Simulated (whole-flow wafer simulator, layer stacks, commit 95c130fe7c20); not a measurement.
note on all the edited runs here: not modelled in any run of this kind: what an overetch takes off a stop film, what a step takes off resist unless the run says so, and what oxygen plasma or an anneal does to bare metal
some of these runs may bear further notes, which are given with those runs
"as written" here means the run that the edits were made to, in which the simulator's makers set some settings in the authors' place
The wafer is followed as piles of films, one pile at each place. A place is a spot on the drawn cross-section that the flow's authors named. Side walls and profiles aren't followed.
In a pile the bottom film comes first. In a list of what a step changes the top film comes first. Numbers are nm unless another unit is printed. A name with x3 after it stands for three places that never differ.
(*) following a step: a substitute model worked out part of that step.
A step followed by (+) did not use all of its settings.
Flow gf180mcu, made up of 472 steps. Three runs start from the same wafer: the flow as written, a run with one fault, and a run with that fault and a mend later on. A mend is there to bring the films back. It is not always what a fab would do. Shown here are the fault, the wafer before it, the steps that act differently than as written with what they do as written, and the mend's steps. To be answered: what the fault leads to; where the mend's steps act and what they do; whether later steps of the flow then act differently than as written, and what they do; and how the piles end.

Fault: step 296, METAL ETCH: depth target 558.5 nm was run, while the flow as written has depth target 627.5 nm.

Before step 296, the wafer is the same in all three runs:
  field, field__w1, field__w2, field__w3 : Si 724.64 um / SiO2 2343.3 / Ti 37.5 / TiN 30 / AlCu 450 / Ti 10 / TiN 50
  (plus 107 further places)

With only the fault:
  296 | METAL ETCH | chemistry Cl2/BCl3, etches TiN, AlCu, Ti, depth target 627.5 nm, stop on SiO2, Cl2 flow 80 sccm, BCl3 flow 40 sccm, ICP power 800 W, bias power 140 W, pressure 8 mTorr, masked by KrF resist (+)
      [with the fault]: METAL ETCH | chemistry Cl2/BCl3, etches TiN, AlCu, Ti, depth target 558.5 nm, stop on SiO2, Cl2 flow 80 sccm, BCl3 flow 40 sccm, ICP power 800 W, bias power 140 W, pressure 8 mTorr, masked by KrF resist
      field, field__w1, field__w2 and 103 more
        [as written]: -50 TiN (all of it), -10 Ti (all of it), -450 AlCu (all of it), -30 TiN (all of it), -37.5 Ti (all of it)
        [with the fault]: -50 TiN (all of it), -10 Ti (all of it), -450 AlCu (all of it), -30 TiN (all of it), -18.5 Ti
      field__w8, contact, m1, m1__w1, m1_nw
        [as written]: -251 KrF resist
        [with the fault]: -223.4 KrF resist
  Later steps of the flow acting differently than as written:
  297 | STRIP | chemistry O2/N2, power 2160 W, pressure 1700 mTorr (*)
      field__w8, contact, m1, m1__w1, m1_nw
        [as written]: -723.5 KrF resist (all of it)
        [with the fault]: -751.1 KrF resist (all of it)
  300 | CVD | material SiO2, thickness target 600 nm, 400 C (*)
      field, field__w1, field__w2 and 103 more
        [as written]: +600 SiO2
        [with the fault]: +600 SiO2 (new film)
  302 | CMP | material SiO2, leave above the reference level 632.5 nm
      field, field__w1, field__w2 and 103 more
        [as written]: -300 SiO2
        [with the fault]: -319 SiO2
  The piles end different from the flow's at field, field__w1, field__w2 and 104 more by more than 2% or 0.5 nm, whichever is larger.
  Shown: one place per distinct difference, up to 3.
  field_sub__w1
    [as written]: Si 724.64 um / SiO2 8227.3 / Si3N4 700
    [with the fault]: Si 724.64 um / SiO2 2343.2 / Ti 19 / SiO2 5865 / Si3N4 700
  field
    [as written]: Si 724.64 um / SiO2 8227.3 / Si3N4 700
    [with the fault]: Si 724.64 um / SiO2 2343.3 / Ti 19 / SiO2 5865 / Si3N4 700
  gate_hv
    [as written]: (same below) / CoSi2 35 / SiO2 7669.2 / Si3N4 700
    [with the fault]: (same below) / CoSi2 35 / SiO2 1785.1 / Ti 19 / SiO2 5865 / Si3N4 700

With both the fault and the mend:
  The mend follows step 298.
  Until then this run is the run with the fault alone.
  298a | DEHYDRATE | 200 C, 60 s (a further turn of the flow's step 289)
      does not change any film at any place that is followed
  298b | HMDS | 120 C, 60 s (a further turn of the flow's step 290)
      does not change any film at any place that is followed
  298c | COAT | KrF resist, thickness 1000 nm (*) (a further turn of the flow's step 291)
      iso_ptap_pw, iso_ntap_nw, iso_nw_fld and 33 more
        +1000 KrF resist (new film)
      field__w2, field__w3, field__w7 and 14 more
        +1003.6 KrF resist (new film)
      ld_acc_p, ld_fp_p, ld_drift_p, ld_drn_p, ld_body_p_dnw, nw_enc_fld, nw_enc_fld__w1
        +1003.2 KrF resist (new film)
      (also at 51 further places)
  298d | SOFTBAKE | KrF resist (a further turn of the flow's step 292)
      does not change any film at any place that is followed
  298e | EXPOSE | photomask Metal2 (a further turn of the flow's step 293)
      does not change any film at any place that is followed
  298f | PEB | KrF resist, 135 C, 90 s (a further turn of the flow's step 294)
      field__w1, field__w2, field__w3 and 55 more
        -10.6 KrF resist
      iso_ptap_pw, iso_ntap_nw, iso_nw_fld and 33 more
        -10.5 KrF resist
      gate_hv, sd_p, nw_enc_fld_lv__w3, polyc_n, polyc_n_rim
        -10.7 KrF resist
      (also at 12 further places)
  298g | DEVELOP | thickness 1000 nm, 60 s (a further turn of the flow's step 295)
      iso_ptap_pw, iso_ntap_nw, iso_nw_fld and 33 more
        -989.5 KrF resist (all of it)
      field__w2, field__w3, field__w7 and 16 more
        -993 KrF resist (all of it)
      field_sub, field_sub__w1, field_sub__w2, field_sub__w3, field_sub__w4, field_sub__w5, ld_sd_p
        -992.5 KrF resist (all of it)
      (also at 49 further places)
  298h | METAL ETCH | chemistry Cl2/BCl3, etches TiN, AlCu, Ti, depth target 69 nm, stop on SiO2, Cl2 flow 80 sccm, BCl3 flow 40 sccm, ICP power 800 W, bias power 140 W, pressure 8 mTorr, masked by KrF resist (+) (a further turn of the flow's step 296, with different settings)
      field, field__w1, field__w2 and 103 more
        -19 Ti (all of it)
      field__w8, contact, m1, m1__w1, m1_nw
        -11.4 KrF resist
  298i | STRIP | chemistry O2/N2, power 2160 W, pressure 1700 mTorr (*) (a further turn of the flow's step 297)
      field__w8
        -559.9 KrF resist (all of it)
      contact
        -557.8 KrF resist (all of it)
      m1
        -561.4 KrF resist (all of it)
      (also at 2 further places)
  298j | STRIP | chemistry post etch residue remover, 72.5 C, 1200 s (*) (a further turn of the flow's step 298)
      field__w8, contact, m1, m1__w1, m1_nw
        -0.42 TiN
  Later steps of the flow that are run all act as written at every place that is followed, up to a difference of at most 2% or 0.5 nm, whichever is larger.
  At the end the piles are close to the flow's at the places that both follow, differing by at most 2% or 0.5 nm, whichever is larger.
